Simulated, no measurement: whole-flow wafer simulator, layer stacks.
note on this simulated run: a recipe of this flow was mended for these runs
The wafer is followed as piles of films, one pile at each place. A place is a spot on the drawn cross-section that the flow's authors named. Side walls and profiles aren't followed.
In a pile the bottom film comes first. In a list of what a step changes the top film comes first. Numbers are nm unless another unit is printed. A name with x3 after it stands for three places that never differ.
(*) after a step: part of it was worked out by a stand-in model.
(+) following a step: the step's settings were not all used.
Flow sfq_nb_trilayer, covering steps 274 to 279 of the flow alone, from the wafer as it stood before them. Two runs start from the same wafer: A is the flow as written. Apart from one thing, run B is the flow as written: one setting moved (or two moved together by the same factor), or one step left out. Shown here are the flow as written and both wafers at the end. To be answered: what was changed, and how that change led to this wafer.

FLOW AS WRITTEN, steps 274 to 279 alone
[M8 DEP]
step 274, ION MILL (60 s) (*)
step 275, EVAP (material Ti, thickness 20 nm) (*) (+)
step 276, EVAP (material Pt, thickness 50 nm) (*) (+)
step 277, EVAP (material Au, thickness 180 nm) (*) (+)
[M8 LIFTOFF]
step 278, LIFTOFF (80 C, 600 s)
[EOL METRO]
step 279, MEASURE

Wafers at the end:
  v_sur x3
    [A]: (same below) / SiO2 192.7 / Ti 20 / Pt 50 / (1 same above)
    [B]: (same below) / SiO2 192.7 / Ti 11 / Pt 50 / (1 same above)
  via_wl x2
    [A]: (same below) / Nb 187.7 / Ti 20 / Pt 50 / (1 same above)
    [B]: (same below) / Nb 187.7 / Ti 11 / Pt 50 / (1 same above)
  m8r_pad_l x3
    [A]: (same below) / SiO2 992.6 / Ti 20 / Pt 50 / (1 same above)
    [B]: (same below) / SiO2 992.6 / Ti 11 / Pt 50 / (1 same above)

The reason: step 275, EVAP: thickness 11 nm was run, while the flow as written has thickness 20 nm.
The wafer lets one read it off: v_sur x3 has Ti 11, and step 275 as written asks for 20 nm.

How this came from the change, step by step:
  step 275, EVAP (material Ti, thickness 20 nm) (*) (+)
      field_l, v_sur x3, via_wl x2 and 100 more: A +20 Ti (new film) | B +11 Ti (new film)
  step 278, LIFTOFF (80 C, 600 s)
      p4_fl x5, p4_w1 x9, p3_s0 x11 and 49 more: A -180 Au (all of it), -50 Pt (all of it), -20 Ti (all of it), -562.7 KrF-resist-other-grade (all of it), -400 lift-off-underlayer (all of it) | B -180 Au (all of it), -50 Pt (all of it), -11 Ti (all of it), -562.7 KrF-resist-other-grade (all of it), -400 lift-off-underlayer (all of it)
      r_sur, res, r_end: A -180 Au (all of it), -50 Pt (all of it), -20 Ti (all of it), -559.9 KrF-resist-other-grade (all of it), -399.5 lift-off-underlayer (all of it) | B -180 Au (all of it), -50 Pt (all of it), -11 Ti (all of it), -559.9 KrF-resist-other-grade (all of it), -399.5 lift-off-underlayer (all of it)
      (also at 18 further places)
